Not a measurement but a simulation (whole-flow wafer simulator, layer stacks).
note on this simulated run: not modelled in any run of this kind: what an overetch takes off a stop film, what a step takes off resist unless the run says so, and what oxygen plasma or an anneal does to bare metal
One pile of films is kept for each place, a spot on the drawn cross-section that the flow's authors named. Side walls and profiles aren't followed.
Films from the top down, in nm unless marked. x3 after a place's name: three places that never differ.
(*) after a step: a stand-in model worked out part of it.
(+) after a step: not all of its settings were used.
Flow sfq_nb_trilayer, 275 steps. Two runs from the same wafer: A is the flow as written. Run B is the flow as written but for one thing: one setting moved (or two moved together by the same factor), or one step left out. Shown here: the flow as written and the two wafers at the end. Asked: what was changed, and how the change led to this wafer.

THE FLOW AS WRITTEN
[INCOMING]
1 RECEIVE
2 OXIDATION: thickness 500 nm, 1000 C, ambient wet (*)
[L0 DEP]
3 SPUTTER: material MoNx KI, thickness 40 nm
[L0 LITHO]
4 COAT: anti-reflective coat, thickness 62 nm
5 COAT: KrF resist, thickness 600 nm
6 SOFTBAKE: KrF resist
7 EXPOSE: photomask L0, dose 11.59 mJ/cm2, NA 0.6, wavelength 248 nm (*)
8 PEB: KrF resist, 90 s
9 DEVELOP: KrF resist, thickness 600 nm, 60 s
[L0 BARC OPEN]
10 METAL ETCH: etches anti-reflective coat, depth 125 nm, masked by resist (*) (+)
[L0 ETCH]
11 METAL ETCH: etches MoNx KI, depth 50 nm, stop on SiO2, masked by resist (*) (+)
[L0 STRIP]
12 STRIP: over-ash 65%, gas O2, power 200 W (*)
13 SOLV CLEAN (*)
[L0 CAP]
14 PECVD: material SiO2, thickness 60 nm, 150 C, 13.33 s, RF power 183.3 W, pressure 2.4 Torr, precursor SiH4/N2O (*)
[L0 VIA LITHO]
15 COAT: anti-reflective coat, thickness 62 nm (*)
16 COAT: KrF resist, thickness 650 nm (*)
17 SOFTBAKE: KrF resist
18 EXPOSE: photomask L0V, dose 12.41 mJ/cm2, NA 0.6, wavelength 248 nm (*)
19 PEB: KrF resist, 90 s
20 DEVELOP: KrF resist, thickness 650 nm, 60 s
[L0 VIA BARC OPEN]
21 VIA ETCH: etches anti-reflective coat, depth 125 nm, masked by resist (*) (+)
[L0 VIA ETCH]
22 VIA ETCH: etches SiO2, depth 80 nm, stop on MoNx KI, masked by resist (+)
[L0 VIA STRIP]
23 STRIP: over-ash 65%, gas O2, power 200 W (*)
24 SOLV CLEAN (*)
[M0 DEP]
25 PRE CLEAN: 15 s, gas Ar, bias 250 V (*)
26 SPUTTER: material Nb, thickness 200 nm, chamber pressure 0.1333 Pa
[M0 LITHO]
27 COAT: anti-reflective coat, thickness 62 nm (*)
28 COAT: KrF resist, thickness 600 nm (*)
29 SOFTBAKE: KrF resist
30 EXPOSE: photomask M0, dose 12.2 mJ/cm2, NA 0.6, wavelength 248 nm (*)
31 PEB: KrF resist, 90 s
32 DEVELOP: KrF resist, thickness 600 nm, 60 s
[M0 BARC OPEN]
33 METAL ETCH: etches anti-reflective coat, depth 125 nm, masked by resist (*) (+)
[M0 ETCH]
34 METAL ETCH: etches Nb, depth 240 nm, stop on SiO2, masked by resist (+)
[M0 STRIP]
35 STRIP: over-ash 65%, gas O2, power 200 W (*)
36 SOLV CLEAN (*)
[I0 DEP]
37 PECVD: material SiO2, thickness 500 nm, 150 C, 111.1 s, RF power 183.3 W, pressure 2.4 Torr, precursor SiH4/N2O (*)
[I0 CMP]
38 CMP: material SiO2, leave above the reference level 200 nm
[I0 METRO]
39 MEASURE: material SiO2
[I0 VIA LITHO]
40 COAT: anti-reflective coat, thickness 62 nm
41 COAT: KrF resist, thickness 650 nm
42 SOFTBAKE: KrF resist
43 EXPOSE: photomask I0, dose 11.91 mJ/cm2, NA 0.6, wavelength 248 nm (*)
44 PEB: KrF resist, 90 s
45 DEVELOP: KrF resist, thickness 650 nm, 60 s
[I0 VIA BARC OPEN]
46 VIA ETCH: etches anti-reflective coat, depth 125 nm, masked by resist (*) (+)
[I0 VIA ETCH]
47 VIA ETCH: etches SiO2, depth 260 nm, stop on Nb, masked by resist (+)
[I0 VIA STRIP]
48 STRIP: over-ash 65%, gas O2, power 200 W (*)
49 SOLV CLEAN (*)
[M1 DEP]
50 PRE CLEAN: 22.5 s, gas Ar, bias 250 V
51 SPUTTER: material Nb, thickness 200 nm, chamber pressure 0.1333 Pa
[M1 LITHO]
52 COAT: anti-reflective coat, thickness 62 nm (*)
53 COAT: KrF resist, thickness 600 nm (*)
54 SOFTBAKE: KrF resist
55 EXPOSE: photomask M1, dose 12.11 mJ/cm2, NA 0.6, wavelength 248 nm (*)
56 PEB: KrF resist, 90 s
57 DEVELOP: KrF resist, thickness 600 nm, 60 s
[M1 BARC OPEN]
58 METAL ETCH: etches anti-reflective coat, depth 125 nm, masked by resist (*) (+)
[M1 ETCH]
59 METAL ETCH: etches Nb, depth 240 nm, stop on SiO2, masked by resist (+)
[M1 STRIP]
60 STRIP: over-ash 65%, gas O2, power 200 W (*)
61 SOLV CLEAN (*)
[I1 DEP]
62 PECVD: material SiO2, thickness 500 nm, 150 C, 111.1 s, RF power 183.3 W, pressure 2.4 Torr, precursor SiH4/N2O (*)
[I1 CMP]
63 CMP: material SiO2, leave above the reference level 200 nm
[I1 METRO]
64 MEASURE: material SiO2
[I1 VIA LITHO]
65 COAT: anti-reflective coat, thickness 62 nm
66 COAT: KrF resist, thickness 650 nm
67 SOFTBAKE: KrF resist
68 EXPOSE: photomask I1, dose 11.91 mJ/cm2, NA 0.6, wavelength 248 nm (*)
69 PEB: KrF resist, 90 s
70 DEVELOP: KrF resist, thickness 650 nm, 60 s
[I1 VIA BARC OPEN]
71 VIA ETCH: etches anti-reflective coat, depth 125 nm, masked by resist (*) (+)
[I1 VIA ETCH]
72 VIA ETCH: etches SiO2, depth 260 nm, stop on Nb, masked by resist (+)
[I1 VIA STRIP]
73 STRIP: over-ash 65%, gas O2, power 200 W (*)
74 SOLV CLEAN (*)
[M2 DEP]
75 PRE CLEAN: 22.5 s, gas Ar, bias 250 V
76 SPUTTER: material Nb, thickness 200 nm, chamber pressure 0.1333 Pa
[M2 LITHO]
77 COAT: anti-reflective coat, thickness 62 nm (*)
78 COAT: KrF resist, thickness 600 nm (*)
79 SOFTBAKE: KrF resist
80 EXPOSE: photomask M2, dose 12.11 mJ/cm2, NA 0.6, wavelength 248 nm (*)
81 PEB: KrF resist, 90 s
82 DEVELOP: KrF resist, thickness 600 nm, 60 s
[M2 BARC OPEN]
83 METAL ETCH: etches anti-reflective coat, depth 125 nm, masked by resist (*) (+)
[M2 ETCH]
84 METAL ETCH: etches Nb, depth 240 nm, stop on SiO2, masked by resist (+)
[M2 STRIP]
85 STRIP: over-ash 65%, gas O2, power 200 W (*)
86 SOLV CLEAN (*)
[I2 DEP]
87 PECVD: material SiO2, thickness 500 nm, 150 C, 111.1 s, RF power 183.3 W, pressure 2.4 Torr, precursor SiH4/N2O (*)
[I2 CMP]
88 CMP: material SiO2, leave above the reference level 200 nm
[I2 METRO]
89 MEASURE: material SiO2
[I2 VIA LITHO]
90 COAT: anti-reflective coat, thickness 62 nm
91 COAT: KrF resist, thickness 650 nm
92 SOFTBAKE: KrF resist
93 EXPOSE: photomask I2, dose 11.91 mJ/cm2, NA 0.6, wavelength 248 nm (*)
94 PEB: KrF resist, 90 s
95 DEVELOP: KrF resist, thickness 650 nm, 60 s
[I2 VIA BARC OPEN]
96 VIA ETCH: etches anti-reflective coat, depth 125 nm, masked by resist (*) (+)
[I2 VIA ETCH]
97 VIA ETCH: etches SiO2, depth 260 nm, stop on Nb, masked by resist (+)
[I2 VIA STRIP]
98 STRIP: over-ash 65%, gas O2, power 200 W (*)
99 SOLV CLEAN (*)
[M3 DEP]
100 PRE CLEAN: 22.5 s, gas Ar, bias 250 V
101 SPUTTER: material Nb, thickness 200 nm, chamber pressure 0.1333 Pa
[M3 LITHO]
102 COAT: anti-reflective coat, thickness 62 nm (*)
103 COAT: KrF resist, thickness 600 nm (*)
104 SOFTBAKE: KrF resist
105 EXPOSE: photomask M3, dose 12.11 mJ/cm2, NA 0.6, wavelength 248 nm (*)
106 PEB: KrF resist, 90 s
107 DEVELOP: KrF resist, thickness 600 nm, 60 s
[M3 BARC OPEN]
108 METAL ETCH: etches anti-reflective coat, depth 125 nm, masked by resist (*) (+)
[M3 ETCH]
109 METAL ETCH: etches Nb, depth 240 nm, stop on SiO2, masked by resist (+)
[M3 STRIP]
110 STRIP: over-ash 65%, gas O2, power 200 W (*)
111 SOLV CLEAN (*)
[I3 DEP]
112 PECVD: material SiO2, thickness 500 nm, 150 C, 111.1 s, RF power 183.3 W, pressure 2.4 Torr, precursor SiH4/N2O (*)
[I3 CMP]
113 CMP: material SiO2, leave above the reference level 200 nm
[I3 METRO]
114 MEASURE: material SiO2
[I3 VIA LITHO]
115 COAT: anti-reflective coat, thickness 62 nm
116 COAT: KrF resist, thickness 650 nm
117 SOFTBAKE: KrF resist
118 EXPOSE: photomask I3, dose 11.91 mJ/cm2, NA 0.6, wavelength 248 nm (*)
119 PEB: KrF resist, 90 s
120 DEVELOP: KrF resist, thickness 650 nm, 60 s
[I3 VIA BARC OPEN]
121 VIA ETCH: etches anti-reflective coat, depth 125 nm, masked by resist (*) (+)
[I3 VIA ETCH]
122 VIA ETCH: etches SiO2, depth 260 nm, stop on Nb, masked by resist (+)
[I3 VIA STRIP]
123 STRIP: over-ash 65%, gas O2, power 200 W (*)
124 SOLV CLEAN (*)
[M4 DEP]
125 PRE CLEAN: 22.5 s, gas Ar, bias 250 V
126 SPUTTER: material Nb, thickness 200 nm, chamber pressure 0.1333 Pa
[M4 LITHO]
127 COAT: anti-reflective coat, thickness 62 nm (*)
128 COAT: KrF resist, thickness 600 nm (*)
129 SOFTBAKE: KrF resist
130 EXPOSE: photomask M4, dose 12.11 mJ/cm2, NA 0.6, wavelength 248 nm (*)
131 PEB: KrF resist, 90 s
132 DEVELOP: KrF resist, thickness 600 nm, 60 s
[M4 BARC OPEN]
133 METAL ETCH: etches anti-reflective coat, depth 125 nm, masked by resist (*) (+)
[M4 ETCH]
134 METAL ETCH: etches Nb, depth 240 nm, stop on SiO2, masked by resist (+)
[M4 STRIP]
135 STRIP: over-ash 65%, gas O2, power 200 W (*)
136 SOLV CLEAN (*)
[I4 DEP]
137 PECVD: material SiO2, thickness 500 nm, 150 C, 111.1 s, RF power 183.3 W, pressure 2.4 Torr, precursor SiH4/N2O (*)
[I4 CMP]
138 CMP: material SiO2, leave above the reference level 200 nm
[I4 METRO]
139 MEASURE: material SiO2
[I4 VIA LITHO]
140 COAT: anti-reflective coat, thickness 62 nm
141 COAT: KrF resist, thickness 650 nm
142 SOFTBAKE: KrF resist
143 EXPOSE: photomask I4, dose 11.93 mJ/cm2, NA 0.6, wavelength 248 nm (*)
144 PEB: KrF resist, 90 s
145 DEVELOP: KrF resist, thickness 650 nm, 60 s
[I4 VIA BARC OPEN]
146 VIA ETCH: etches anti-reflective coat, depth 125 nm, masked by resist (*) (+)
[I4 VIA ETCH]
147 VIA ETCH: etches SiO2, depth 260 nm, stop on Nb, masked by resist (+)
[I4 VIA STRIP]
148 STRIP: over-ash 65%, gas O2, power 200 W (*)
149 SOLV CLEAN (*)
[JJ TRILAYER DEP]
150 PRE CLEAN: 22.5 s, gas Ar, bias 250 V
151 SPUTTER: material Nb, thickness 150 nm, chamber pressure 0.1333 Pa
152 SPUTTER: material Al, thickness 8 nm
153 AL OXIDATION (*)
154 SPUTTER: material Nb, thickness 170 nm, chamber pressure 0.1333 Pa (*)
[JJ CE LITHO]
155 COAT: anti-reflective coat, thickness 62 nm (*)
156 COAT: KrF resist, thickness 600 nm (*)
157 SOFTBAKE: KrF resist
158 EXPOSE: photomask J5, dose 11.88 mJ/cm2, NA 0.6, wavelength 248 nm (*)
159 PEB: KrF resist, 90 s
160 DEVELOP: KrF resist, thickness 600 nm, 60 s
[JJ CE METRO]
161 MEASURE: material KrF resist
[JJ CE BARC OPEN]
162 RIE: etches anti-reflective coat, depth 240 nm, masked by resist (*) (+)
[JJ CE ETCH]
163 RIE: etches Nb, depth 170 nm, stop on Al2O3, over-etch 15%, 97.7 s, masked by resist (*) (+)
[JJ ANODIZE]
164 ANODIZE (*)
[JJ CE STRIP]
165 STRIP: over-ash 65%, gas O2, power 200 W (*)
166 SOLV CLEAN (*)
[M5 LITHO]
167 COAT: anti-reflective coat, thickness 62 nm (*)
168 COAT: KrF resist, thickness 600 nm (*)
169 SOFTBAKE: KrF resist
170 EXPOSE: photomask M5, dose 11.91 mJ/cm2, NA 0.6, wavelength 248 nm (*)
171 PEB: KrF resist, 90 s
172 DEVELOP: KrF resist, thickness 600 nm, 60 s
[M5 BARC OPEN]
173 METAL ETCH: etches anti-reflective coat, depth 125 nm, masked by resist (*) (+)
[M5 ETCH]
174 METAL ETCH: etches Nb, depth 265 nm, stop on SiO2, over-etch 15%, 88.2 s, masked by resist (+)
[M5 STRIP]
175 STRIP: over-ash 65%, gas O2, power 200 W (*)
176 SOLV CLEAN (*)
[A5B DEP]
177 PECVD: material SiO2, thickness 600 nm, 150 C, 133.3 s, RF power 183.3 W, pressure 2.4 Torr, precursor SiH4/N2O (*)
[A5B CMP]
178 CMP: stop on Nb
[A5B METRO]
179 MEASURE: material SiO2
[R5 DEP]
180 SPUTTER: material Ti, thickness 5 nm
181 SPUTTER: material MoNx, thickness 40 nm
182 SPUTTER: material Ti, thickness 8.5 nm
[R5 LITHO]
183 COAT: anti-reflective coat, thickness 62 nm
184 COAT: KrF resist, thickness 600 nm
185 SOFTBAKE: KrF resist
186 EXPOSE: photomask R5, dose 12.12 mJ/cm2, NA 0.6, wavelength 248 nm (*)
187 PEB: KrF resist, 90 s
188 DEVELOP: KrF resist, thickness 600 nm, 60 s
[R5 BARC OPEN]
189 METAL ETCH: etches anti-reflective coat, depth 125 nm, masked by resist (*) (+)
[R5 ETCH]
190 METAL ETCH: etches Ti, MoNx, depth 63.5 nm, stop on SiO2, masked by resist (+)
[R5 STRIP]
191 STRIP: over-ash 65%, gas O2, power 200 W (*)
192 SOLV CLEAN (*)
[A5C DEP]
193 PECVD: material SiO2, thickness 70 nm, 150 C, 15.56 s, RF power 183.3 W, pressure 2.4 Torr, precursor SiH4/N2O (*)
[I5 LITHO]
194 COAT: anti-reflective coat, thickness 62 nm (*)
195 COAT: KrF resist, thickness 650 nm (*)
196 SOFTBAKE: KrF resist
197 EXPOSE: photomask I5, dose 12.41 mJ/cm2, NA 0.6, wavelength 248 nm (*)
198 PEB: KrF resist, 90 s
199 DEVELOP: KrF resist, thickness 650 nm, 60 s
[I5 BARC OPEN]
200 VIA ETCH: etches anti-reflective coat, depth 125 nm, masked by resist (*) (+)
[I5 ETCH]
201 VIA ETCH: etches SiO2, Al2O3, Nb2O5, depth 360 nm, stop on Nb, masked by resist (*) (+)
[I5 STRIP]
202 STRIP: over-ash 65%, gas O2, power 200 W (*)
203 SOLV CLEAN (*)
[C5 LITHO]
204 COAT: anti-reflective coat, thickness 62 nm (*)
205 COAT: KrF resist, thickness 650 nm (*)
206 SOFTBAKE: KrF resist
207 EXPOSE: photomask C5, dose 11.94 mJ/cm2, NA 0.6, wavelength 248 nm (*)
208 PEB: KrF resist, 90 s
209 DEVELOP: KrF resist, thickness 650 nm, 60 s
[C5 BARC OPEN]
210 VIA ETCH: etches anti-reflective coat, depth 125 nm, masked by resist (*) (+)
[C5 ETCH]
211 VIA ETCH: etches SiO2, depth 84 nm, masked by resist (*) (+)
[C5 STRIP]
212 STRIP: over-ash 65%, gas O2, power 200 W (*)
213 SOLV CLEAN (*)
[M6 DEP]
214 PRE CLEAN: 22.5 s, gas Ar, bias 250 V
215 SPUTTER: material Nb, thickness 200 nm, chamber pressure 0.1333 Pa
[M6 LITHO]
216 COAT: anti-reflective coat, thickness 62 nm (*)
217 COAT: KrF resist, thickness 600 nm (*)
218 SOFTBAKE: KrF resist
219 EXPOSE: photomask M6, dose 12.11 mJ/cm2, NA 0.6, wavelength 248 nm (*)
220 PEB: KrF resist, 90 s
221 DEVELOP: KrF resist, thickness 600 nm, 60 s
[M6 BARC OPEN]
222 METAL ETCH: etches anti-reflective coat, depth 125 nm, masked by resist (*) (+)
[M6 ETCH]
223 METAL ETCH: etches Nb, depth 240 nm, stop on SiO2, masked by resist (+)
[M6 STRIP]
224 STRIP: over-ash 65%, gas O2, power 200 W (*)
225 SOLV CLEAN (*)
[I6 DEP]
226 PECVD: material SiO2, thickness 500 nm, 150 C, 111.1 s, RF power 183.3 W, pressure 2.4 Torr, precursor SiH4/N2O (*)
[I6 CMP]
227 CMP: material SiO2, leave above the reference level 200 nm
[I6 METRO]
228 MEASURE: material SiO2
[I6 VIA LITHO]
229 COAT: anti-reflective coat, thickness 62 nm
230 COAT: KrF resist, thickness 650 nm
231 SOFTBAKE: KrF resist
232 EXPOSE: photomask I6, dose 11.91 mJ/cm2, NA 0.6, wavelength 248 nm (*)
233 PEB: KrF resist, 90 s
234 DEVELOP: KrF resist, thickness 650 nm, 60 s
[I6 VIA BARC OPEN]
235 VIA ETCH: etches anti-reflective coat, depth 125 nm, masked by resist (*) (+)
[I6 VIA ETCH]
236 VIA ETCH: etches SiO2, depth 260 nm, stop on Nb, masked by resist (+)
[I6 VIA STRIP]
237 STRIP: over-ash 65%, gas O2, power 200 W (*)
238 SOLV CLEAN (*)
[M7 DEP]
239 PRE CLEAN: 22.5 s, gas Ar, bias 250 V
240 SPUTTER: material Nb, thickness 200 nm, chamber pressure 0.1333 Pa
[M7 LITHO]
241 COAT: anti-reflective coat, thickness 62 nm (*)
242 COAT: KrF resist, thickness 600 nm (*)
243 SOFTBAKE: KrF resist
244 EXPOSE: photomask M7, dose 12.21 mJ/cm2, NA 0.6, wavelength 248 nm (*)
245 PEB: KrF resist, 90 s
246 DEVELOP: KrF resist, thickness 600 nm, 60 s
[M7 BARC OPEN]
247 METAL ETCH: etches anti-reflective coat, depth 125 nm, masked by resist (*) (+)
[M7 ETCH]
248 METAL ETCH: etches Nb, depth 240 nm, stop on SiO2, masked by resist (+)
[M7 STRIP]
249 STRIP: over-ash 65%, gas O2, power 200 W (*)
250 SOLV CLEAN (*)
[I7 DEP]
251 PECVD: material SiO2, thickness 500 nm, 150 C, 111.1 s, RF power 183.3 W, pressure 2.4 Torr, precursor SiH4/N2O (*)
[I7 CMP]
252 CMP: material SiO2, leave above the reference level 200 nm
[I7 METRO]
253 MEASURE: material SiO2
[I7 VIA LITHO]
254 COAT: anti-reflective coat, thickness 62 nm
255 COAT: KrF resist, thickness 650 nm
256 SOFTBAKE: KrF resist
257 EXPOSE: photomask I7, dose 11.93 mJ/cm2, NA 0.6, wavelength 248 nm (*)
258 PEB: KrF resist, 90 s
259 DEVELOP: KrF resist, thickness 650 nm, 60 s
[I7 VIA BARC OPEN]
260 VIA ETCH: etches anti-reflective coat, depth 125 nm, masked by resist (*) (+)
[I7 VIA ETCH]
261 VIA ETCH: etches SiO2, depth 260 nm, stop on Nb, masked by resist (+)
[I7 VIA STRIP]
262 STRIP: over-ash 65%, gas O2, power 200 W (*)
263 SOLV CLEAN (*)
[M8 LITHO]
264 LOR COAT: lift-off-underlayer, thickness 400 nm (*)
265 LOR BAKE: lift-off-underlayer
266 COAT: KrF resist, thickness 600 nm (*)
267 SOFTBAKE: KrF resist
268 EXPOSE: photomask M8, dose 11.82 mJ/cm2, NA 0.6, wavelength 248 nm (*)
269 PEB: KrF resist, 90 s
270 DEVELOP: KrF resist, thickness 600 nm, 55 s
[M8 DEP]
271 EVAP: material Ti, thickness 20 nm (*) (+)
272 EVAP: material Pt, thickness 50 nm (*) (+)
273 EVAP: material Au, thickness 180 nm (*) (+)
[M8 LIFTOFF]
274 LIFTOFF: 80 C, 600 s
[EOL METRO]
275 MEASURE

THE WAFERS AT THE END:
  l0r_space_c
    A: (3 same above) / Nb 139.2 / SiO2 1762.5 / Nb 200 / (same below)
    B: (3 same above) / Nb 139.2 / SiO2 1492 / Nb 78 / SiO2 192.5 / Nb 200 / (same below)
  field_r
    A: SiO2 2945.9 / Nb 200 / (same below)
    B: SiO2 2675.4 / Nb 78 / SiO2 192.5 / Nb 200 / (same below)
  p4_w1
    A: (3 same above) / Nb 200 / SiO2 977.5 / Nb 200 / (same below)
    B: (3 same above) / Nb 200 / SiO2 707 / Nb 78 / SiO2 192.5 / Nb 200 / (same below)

The cause: step 59, METAL ETCH: depth 122 nm was run, where the flow has depth 240 nm.

How the change led to this, step by step:
  59 METAL ETCH: etches Nb, depth 240 nm, stop on SiO2, masked by resist (+)
      field_l, be, be_sur and 79 more: A Nb -200 (all of it) | B Nb -122
      v_sur, via_wl, via_w and 21 more: A KrF resist -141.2 | B KrF resist -71.8
  60 STRIP: over-ash 65%, gas O2, power 200 W (*)
      wl_j_sl, wl_jj, wl_j_sr and 13 more: A KrF resist -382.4 (all of it), anti-reflective coat -62 (all of it) | B KrF resist -451.8 (all of it), anti-reflective coat -62 (all of it)
      v_sur: A KrF resist -365.9 (all of it), anti-reflective coat -61.1 (all of it) | B KrF resist -435.3 (all of it), anti-reflective coat -61.1 (all of it)
      (and at 7 more places)
  62 PECVD: material SiO2, thickness 500 nm, 150 C, 111.1 s, RF power 183.3 W, pressure 2.4 Torr, precursor SiH4/N2O (*)
      field_l, be, be_sur and 72 more: A SiO2 +500 | B SiO2 +500 (new film)
      lsp_m, ln_m6, lsp_r, l0_sur, l0v: A SiO2 +494.9 | B SiO2 +500 (new film)
      (and at 2 more places)
  63 CMP: material SiO2, leave above the reference level 200 nm
      field_l, be, be_sur and 72 more: A SiO2 -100 | B SiO2 -178
      lsp_m, ln_m6, lsp_r, l0_sur, l0v: A SiO2 -94.9 | B SiO2 -178
      (and at 2 more places)
Counting metal films that touch as one body, l0r_space_c has 3 bodies (between them, from the top down: SiO2 1492; SiO2 192.5); the flow as written gives 2 bodies (between them, from the top down: SiO2 1762.5).
Counting metal films that touch as one body, field_r has 2 bodies (between them, from the top down: SiO2 192.5); the flow as written gives 1 body.
Counting metal films that touch as one body, p4_w1 has 4 bodies (between them, from the top down: SiO2 192.5; SiO2 707; SiO2 192.5); the flow as written gives 3 bodies (between them, from the top down: SiO2 192.5; SiO2 977.5).
